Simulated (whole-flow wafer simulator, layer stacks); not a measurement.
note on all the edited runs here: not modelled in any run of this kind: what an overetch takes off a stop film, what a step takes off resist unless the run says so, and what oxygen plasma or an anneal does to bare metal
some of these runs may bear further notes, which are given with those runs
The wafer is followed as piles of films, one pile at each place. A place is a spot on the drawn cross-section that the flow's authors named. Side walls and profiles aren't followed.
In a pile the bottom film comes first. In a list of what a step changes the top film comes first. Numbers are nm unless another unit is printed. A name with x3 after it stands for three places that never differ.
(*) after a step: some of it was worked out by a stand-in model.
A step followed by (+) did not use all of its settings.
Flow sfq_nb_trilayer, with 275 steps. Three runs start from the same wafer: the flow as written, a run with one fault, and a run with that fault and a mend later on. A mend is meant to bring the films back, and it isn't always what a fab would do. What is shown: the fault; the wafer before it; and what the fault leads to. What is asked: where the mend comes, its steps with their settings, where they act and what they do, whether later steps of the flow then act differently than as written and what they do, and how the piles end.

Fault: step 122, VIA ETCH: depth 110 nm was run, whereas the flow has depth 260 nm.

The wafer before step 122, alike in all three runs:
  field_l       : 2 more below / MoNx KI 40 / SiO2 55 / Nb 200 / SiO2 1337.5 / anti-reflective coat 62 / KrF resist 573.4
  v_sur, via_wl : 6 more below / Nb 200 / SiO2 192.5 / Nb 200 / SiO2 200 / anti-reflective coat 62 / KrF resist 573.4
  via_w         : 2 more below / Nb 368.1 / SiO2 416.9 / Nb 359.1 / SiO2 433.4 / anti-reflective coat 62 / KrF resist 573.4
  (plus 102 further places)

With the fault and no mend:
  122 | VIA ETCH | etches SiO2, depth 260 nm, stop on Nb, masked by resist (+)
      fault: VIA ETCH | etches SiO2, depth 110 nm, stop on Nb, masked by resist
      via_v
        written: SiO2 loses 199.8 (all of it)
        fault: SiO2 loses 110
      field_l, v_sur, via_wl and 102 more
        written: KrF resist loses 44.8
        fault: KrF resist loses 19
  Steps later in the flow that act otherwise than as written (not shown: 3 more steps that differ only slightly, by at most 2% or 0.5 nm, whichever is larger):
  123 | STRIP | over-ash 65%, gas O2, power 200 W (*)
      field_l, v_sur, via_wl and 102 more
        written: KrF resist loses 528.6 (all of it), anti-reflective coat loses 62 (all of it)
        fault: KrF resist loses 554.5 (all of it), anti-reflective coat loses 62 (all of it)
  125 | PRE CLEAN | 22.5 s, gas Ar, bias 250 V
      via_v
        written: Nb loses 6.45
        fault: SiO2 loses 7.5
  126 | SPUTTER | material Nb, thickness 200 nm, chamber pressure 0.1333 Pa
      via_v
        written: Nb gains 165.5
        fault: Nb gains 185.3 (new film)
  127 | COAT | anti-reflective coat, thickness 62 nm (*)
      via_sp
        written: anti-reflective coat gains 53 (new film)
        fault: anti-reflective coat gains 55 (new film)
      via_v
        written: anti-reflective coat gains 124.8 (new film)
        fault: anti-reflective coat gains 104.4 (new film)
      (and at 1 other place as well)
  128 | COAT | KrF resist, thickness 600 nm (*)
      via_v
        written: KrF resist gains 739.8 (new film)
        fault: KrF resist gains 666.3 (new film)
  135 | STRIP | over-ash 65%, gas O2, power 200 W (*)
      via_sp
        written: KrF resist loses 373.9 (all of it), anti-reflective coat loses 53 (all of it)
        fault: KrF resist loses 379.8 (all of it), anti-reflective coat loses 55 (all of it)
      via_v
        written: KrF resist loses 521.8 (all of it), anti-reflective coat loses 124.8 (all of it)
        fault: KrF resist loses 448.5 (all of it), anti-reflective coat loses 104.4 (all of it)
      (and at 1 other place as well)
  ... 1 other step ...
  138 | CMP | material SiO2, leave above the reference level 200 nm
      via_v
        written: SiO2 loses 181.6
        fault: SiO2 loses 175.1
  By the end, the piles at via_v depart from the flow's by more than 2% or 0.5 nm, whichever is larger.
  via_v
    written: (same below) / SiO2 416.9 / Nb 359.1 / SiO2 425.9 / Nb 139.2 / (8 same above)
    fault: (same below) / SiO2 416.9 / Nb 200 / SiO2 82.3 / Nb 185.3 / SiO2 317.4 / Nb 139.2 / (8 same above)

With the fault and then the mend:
  After step 122 comes the mend.
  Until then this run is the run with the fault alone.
  122a | VIA ETCH | etches SiO2, depth 150 nm, stop on Nb, masked by resist (+) (the flow's step 122, run once more with other settings)
      field_l, v_sur, via_wl and 102 more
        KrF resist loses 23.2
      via_v
        SiO2 loses 89.8 (all of it)
  Every later step of the flow that is run acts as written, at every place that is followed, to within 2% or 0.5 nm, whichever is larger.
  By the end, the piles equal the flow's at every place that both follow.
